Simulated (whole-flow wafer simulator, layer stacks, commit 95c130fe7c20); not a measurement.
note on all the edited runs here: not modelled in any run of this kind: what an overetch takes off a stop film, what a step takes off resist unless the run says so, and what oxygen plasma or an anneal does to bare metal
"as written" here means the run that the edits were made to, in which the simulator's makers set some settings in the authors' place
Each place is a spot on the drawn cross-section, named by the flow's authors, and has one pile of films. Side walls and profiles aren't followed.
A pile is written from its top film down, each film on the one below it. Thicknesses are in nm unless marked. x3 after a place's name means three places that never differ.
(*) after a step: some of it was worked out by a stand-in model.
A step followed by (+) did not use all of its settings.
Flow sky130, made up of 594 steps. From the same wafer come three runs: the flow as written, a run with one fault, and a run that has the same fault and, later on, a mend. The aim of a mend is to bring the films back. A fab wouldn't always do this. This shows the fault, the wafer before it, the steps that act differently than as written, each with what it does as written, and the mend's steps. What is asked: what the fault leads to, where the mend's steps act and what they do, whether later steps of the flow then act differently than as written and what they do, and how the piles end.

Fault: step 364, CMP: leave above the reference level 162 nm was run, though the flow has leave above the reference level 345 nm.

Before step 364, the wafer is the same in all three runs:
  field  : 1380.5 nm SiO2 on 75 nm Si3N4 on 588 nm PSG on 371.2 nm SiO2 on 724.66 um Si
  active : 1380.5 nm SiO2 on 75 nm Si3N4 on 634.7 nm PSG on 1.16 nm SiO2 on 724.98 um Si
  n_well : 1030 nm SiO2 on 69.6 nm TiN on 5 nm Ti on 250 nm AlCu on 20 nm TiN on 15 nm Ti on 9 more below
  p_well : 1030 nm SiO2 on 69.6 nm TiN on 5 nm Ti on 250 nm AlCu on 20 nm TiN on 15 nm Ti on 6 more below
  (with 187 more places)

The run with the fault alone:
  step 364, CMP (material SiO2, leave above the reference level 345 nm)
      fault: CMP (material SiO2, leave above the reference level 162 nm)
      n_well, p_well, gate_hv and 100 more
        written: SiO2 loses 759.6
        fault: SiO2 loses 942.6
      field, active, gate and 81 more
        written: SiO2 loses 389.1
        fault: SiO2 loses 572.1
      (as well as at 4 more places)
  Later steps of the flow acting differently than as written (10 other steps are not shown; they differ only slightly, by no more than 2% or 0.5 nm, whichever is larger):
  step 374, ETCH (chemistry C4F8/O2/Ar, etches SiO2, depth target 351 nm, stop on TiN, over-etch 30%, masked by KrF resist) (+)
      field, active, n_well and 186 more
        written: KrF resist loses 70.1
        fault: KrF resist loses 22.6
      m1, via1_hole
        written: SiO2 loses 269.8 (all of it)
        fault: SiO2 loses 86.8 (all of it)
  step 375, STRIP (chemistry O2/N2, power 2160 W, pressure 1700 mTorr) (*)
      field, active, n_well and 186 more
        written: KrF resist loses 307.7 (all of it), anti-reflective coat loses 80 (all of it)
        fault: KrF resist loses 355.3 (all of it), anti-reflective coat loses 80 (all of it)
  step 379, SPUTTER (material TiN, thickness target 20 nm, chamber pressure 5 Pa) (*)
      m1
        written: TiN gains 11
        fault: TiN gains 15.5
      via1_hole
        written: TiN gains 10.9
        fault: TiN gains 15.4
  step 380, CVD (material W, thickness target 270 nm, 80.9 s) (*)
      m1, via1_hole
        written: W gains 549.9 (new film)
        fault: W gains 362.4 (new film)
  At field, active, n_well and 190 more, the piles at the end differ from the flow's by more than 2% or 0.5 nm, whichever is larger.
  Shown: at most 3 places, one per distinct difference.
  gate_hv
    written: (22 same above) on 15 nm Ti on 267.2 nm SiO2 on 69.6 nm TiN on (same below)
    fault: (22 same above) on 15 nm Ti on 84.2 nm SiO2 on 69.6 nm TiN on (same below)
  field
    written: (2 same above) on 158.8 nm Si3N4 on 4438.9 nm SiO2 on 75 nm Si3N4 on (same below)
    fault: (2 same above) on 158.8 nm Si3N4 on 4255.9 nm SiO2 on 75 nm Si3N4 on (same below)
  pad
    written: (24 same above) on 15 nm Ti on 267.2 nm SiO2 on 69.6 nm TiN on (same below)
    fault: (24 same above) on 15 nm Ti on 84.2 nm SiO2 on 69.6 nm TiN on (same below)

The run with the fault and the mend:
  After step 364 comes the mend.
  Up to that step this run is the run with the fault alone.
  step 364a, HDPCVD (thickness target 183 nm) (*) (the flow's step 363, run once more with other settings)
      field, active, n_well and 188 more
        SiO2 gains 183
  Every later step of the flow that is run acts as written, at every place that is followed, to within 2% or 0.5 nm, whichever is larger.
  By the end, the piles equal the flow's at every place that both follow.
